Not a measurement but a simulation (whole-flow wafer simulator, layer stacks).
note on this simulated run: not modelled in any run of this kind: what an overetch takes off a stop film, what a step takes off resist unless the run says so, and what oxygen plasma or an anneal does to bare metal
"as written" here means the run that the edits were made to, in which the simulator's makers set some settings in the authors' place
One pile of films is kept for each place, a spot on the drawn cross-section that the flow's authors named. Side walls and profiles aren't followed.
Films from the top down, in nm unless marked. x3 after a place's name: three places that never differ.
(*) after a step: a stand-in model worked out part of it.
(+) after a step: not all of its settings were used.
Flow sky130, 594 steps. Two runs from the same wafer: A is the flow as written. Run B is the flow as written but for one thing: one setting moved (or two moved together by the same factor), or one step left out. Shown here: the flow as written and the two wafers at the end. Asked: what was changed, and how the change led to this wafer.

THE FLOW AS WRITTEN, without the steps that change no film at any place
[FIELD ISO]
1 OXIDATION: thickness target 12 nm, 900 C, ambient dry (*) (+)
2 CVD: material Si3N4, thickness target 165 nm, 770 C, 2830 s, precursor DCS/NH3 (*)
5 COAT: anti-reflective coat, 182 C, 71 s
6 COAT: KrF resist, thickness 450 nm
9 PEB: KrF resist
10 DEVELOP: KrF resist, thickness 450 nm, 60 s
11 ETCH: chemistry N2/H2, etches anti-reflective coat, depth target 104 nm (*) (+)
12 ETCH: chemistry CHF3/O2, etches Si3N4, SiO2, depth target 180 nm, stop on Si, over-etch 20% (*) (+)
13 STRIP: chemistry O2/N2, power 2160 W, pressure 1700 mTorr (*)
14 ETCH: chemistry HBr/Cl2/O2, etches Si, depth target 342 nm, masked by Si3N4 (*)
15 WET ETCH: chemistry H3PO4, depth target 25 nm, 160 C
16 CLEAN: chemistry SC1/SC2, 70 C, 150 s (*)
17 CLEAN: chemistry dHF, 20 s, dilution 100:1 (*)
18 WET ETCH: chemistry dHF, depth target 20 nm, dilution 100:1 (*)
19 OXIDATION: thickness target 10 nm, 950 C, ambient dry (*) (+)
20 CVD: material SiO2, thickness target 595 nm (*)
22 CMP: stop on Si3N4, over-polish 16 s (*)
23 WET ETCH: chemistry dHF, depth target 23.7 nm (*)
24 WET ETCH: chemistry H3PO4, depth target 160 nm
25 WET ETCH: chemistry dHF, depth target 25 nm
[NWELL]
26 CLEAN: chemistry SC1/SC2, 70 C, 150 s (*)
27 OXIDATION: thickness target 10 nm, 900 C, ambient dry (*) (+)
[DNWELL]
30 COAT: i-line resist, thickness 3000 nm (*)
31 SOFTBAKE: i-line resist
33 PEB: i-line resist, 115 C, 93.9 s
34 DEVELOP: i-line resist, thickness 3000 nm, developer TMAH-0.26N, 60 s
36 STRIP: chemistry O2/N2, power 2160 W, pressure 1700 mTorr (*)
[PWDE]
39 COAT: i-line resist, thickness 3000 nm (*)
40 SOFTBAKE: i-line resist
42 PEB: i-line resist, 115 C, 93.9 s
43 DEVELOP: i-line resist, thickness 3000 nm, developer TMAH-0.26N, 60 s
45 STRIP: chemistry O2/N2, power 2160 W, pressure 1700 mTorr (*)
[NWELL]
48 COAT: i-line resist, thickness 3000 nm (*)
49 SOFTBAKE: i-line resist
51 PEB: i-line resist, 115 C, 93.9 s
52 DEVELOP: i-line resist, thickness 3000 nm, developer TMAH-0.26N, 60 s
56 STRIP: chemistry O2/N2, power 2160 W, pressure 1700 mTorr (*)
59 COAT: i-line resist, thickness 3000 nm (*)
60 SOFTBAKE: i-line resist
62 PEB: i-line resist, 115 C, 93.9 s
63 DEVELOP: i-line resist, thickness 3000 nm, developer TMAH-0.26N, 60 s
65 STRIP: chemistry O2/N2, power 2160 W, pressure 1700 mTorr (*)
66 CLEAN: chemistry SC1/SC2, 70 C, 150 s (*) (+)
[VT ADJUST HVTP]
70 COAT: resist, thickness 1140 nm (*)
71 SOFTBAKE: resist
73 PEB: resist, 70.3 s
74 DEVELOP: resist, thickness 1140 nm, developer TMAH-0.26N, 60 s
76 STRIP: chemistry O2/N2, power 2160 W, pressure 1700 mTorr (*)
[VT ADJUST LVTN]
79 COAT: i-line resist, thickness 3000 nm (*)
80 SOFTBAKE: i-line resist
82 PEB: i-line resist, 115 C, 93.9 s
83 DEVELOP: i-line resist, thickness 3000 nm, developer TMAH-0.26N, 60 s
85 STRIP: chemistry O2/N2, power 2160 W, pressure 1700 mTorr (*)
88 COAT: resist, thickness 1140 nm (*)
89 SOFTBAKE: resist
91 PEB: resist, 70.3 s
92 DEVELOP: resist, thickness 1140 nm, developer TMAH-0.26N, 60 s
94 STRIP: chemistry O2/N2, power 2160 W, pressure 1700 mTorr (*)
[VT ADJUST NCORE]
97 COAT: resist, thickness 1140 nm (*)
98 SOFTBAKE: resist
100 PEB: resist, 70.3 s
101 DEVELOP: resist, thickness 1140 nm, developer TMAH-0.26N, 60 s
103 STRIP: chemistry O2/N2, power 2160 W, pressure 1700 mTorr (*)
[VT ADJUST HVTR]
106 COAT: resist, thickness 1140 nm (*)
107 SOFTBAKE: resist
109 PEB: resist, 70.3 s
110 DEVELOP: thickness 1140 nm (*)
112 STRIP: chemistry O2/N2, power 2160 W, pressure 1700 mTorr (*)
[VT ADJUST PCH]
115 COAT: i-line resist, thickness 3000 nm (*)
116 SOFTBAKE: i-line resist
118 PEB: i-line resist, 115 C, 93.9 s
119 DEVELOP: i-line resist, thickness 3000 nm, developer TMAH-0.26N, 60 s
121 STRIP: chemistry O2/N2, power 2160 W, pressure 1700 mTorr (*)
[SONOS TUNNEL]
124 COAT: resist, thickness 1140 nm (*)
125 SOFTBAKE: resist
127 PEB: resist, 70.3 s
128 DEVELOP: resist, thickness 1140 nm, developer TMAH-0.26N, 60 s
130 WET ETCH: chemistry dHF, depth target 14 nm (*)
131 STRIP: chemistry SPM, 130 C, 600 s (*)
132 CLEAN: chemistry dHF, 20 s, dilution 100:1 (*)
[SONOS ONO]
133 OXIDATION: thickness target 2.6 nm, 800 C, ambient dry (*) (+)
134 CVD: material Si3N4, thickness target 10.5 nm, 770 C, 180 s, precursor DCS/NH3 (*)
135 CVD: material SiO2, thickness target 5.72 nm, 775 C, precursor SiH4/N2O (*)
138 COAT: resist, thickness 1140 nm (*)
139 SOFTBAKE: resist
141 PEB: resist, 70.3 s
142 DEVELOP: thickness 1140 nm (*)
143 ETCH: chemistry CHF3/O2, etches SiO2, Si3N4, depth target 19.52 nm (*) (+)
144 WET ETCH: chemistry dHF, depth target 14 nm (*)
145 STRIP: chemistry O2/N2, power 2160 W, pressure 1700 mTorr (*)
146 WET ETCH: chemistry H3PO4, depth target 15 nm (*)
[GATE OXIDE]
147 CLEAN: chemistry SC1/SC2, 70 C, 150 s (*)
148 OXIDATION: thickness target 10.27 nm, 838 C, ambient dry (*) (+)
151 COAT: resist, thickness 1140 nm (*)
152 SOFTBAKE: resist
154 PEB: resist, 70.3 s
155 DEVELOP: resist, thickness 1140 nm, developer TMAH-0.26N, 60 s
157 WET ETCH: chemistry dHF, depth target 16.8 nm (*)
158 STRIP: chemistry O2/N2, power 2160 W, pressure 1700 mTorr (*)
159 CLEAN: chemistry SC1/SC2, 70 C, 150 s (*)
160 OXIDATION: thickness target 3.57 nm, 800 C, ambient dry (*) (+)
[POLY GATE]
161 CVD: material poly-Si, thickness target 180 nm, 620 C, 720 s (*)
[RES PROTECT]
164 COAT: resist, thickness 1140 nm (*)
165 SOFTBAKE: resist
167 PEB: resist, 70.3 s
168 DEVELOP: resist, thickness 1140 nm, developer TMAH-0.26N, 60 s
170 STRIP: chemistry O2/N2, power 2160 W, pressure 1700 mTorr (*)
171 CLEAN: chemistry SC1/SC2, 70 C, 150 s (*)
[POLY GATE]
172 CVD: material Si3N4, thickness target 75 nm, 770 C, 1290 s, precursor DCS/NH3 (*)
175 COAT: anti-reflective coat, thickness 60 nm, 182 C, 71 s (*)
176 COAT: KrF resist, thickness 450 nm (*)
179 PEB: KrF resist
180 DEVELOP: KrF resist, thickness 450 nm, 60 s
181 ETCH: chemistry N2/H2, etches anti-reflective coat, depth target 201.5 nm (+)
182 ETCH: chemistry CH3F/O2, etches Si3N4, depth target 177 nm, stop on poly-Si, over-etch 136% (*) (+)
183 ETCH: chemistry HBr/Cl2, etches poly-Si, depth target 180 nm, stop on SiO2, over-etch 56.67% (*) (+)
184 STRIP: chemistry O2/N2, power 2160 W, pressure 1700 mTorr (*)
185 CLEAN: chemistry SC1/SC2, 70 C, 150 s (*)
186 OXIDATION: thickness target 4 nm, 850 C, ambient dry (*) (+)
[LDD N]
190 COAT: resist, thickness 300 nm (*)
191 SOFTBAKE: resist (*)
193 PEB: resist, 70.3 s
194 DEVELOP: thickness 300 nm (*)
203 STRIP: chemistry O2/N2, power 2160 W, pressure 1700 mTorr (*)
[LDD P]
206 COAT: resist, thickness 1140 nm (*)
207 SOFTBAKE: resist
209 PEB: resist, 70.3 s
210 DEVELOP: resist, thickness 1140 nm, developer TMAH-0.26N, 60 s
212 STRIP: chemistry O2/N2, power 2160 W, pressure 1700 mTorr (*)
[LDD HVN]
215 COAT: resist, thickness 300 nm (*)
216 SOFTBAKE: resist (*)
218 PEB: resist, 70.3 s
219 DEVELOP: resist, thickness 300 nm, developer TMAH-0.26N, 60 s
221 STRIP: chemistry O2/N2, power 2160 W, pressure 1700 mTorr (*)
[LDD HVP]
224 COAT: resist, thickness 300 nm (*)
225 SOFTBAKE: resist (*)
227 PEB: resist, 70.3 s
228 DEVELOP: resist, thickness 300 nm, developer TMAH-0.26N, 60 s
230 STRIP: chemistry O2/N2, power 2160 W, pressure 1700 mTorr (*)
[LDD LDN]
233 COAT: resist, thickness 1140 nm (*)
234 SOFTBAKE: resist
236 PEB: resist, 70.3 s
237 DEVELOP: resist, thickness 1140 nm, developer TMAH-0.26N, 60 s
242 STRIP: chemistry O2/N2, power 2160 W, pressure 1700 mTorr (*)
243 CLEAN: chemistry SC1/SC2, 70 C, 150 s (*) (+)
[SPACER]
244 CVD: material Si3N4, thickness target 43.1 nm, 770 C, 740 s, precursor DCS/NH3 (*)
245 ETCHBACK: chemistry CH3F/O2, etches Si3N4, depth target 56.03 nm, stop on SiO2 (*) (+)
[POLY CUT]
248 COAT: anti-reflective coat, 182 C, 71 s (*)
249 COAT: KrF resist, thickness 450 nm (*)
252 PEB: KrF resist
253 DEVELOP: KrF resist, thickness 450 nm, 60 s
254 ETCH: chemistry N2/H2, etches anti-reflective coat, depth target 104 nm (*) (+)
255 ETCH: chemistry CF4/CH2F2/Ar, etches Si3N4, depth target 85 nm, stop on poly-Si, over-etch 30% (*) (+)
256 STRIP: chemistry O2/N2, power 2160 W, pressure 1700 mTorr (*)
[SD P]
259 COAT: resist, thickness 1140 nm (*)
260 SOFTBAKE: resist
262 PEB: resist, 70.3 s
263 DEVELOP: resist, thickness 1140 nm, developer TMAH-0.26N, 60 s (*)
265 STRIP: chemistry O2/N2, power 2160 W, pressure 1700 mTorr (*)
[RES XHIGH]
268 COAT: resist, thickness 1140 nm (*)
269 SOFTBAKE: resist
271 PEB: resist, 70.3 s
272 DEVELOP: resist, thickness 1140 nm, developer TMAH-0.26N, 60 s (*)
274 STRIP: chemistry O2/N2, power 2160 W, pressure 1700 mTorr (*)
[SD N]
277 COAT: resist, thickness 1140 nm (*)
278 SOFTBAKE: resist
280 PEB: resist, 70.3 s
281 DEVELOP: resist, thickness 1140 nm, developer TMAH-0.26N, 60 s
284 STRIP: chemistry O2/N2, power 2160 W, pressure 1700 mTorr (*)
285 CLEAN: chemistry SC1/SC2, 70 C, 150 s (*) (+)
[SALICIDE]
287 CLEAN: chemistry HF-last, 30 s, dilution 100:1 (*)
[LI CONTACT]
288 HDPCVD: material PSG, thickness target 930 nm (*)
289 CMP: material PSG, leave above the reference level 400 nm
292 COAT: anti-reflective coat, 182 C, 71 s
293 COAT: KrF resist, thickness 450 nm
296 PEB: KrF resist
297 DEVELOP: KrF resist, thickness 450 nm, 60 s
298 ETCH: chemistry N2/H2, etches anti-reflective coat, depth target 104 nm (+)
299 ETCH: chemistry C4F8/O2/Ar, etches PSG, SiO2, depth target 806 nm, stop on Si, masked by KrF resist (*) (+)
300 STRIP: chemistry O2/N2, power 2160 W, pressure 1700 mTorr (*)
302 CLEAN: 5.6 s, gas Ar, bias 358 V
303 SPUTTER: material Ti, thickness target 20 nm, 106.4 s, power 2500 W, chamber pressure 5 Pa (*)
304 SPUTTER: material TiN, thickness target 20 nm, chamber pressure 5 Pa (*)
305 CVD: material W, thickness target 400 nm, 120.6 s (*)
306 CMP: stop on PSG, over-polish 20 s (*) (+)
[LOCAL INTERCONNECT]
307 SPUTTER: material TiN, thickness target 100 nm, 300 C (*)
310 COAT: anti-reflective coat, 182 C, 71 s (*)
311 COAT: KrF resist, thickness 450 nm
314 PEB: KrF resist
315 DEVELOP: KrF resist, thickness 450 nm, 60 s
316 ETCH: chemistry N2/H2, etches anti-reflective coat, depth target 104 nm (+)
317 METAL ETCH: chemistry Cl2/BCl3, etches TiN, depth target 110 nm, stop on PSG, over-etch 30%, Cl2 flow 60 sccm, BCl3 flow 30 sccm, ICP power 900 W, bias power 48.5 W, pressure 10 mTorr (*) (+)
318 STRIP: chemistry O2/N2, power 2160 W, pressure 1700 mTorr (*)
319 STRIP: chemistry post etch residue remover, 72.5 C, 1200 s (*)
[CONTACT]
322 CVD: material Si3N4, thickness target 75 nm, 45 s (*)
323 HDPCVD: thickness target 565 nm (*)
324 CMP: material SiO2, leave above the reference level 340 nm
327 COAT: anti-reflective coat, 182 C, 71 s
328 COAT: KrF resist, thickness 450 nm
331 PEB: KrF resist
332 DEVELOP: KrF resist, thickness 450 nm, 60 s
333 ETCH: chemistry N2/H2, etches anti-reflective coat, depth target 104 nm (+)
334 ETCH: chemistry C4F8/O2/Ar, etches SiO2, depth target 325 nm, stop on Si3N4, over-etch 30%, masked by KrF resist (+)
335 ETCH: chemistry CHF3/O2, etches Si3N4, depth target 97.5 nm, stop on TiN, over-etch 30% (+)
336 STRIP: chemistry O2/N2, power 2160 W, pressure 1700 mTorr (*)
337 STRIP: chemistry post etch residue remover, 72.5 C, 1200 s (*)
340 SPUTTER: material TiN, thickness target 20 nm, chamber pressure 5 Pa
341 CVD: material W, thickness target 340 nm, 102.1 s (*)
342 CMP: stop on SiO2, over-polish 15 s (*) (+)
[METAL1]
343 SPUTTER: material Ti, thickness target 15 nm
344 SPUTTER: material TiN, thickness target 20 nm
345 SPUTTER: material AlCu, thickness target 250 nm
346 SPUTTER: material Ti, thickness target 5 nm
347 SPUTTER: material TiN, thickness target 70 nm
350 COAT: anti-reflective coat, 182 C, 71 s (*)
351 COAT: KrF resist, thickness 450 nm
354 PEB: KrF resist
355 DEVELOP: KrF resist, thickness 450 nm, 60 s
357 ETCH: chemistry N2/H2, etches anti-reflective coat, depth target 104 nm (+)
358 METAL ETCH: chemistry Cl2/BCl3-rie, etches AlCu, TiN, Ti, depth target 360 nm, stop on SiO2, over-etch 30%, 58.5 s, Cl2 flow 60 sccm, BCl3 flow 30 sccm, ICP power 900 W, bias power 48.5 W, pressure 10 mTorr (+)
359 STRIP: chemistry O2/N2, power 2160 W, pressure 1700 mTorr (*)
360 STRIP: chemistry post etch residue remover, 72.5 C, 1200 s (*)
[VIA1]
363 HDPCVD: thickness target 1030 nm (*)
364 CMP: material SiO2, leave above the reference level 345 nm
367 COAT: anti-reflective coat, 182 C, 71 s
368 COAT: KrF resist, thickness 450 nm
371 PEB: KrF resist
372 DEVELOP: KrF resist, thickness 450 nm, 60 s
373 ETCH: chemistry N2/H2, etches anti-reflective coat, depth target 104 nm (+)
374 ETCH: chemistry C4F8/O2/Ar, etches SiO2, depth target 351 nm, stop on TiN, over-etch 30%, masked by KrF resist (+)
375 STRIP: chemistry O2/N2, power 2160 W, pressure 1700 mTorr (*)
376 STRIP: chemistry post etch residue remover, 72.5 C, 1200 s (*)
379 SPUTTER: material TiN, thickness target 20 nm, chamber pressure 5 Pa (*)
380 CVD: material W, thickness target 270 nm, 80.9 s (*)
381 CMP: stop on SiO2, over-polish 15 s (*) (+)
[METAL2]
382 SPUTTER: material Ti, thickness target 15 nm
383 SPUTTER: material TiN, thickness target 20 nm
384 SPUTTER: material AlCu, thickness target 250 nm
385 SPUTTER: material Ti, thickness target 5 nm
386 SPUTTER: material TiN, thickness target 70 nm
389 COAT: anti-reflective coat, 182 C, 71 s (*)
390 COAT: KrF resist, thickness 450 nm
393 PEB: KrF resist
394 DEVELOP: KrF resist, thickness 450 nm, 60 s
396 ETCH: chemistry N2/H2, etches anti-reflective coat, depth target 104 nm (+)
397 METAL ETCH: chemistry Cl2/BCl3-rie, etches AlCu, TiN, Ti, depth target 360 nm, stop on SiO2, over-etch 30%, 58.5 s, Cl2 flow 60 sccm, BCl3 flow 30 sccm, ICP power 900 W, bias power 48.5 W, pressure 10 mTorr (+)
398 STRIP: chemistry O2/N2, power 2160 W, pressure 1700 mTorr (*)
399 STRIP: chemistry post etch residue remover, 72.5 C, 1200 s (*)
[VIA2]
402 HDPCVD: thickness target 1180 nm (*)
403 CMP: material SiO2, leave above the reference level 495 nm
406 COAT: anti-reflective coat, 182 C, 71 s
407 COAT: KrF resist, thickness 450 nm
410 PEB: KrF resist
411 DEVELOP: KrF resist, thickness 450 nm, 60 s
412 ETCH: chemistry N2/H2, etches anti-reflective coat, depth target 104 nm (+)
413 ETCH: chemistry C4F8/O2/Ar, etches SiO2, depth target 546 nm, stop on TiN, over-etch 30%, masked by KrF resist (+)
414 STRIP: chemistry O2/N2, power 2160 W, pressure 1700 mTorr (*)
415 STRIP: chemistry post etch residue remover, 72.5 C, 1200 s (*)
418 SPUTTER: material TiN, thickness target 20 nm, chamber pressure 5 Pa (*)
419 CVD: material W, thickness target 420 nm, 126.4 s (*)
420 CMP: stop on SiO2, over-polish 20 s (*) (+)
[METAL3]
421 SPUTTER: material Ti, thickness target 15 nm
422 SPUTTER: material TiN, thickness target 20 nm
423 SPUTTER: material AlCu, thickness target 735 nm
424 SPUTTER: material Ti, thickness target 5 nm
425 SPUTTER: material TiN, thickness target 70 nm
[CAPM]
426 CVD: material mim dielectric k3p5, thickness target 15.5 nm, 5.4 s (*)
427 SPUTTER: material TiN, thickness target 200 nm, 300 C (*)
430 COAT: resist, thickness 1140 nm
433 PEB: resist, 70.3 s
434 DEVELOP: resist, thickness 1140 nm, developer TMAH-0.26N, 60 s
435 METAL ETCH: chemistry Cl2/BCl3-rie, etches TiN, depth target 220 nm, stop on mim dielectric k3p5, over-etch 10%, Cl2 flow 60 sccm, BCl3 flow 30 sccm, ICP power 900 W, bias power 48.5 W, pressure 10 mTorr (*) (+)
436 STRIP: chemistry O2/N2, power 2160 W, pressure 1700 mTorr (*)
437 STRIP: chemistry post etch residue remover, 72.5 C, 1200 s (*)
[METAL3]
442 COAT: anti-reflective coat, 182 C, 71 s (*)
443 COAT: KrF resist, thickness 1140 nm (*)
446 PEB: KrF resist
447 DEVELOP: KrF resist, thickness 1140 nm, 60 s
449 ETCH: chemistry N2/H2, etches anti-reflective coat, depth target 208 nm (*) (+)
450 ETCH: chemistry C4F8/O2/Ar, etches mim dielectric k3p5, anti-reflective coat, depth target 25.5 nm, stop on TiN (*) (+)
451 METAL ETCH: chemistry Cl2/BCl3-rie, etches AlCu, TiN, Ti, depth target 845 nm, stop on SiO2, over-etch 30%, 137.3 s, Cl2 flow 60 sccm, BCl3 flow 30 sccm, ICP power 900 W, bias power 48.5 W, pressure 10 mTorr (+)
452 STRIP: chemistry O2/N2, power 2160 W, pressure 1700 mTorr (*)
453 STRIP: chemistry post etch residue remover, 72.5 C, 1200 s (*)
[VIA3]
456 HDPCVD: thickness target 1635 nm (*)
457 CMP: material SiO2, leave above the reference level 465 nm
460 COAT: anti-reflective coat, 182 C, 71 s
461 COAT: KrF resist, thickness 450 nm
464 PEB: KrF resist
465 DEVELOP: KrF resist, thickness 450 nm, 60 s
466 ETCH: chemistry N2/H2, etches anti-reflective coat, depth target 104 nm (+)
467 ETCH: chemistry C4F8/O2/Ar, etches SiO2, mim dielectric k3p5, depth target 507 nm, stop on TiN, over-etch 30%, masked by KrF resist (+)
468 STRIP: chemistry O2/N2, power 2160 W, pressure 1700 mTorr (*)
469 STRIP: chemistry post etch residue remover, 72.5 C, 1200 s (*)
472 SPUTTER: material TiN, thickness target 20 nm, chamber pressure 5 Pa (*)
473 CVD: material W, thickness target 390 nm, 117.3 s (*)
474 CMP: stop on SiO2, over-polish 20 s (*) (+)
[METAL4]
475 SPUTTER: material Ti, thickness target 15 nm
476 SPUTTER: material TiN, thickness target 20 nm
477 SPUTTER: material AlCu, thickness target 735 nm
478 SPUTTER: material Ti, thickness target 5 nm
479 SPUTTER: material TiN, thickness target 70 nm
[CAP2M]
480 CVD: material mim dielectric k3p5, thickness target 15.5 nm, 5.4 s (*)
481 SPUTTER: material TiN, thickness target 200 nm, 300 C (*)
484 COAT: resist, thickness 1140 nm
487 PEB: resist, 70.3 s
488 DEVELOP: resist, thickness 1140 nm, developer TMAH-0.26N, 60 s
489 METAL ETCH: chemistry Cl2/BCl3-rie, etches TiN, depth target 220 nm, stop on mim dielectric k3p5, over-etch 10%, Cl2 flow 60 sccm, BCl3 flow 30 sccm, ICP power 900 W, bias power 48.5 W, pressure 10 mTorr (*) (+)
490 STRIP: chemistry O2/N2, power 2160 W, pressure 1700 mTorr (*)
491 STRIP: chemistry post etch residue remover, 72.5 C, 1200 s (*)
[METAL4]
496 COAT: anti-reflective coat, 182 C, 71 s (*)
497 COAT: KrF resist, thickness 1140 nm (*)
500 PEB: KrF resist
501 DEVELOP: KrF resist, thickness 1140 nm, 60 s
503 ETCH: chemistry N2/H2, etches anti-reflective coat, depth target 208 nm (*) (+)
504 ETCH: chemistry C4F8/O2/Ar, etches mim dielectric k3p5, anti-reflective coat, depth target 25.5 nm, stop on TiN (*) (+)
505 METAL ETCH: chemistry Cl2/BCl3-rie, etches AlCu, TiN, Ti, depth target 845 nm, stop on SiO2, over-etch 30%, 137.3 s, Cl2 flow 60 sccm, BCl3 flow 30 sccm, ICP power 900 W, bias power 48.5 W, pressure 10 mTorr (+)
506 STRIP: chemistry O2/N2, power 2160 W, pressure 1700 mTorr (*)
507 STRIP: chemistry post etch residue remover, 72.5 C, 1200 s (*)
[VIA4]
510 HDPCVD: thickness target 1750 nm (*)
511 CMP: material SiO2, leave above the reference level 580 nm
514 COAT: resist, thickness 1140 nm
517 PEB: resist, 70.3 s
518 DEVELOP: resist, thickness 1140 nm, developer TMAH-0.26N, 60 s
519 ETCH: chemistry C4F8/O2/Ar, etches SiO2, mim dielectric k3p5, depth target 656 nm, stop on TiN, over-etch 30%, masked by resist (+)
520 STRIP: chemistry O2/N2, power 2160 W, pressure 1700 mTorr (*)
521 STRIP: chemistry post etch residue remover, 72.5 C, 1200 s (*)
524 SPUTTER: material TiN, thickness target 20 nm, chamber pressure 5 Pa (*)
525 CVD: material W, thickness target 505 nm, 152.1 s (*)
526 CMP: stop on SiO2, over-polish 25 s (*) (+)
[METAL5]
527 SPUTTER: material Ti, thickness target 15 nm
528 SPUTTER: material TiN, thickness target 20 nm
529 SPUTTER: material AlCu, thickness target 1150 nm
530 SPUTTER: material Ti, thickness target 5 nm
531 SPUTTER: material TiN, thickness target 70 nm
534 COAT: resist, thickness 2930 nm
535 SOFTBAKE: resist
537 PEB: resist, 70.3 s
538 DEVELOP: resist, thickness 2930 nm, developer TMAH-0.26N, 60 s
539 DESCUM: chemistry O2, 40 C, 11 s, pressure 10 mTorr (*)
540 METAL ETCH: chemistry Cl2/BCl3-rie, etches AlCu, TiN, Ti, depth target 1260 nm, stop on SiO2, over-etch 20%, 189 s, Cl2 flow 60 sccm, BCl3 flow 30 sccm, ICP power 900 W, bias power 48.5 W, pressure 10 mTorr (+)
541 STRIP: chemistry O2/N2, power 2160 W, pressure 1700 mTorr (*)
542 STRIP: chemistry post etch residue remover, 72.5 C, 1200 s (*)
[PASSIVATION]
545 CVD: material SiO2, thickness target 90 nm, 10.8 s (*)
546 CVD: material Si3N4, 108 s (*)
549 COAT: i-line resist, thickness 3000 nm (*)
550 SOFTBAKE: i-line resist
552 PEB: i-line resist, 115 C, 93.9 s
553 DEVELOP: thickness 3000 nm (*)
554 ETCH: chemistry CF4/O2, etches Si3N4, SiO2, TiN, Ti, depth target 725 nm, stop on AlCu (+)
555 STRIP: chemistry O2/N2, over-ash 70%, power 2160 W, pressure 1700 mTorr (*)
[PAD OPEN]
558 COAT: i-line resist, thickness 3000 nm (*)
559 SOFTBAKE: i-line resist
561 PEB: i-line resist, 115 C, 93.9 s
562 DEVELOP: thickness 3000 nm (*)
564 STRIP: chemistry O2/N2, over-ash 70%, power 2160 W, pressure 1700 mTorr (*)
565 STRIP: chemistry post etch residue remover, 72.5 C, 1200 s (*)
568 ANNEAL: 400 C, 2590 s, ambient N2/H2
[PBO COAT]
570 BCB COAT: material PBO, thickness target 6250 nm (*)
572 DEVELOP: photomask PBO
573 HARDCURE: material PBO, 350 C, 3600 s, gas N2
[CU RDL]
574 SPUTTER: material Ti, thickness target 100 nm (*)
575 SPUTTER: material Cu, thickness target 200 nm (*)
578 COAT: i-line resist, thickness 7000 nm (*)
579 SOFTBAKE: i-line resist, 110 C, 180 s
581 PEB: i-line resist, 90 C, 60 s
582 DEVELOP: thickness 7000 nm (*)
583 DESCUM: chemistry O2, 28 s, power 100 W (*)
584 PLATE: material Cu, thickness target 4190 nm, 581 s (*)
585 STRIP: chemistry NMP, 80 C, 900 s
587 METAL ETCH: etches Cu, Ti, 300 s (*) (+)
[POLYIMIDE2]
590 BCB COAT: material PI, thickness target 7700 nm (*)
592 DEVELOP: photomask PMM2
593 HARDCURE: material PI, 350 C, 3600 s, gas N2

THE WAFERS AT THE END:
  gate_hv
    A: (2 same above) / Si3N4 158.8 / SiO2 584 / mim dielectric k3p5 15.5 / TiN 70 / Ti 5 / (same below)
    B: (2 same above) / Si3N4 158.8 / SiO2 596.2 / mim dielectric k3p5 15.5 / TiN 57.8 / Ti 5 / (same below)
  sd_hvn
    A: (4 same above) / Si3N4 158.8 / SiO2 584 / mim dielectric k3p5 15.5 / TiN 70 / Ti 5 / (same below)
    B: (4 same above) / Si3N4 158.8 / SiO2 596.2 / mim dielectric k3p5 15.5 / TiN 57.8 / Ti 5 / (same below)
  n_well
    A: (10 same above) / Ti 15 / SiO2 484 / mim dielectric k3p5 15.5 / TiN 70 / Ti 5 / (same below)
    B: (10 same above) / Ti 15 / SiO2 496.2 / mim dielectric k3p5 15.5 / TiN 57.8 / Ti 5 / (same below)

The cause: step 479, SPUTTER: thickness target 57.8 nm was run, where the flow has thickness target 70 nm.
It can be read off the wafer: gate_hv has TiN 57.8, and step 479 as written asks for 70 nm.

How the change led to this, step by step:
  479 SPUTTER: material TiN, thickness target 70 nm
      field, active, n_well and 189 more: A TiN +70 (new film) | B TiN +57.8 (new film)
  505 METAL ETCH: chemistry Cl2/BCl3-rie, etches AlCu, TiN, Ti, depth target 845 nm, stop on SiO2, over-etch 30%, 137.3 s, Cl2 flow 60 sccm, BCl3 flow 30 sccm, ICP power 900 W, bias power 48.5 W, pressure 10 mTorr (+)
      field, gate, spacer and 68 more: A TiN -70 (all of it), Ti -5 (all of it), AlCu -735 (all of it), TiN -20 (all of it), Ti -15 (all of it), SiO2 -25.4 | B TiN -57.8 (all of it), Ti -5 (all of it), AlCu -735 (all of it), TiN -20 (all of it), Ti -15 (all of it), SiO2 -26.6
      active, vpp_iso1, mim_edge_plate and 14 more: A TiN -70 (all of it), Ti -5 (all of it), AlCu -735 (all of it), TiN -20 (all of it), Ti -15 (all of it), SiO2 -25.3 | B TiN -57.8 (all of it), Ti -5 (all of it), AlCu -735 (all of it), TiN -20 (all of it), Ti -15 (all of it), SiO2 -26.6
  519 ETCH: chemistry C4F8/O2/Ar, etches SiO2, mim dielectric k3p5, depth target 656 nm, stop on TiN, over-etch 30%, masked by resist (+)
      m1: A SiO2 -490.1 (all of it), mim dielectric k3p5 -15.5 (all of it) | B SiO2 -502.3 (all of it), mim dielectric k3p5 -15.5 (all of it)
      via4_hole: A SiO2 -489.5 (all of it), mim dielectric k3p5 -15.5 (all of it) | B SiO2 -501.7 (all of it), mim dielectric k3p5 -15.5 (all of it)
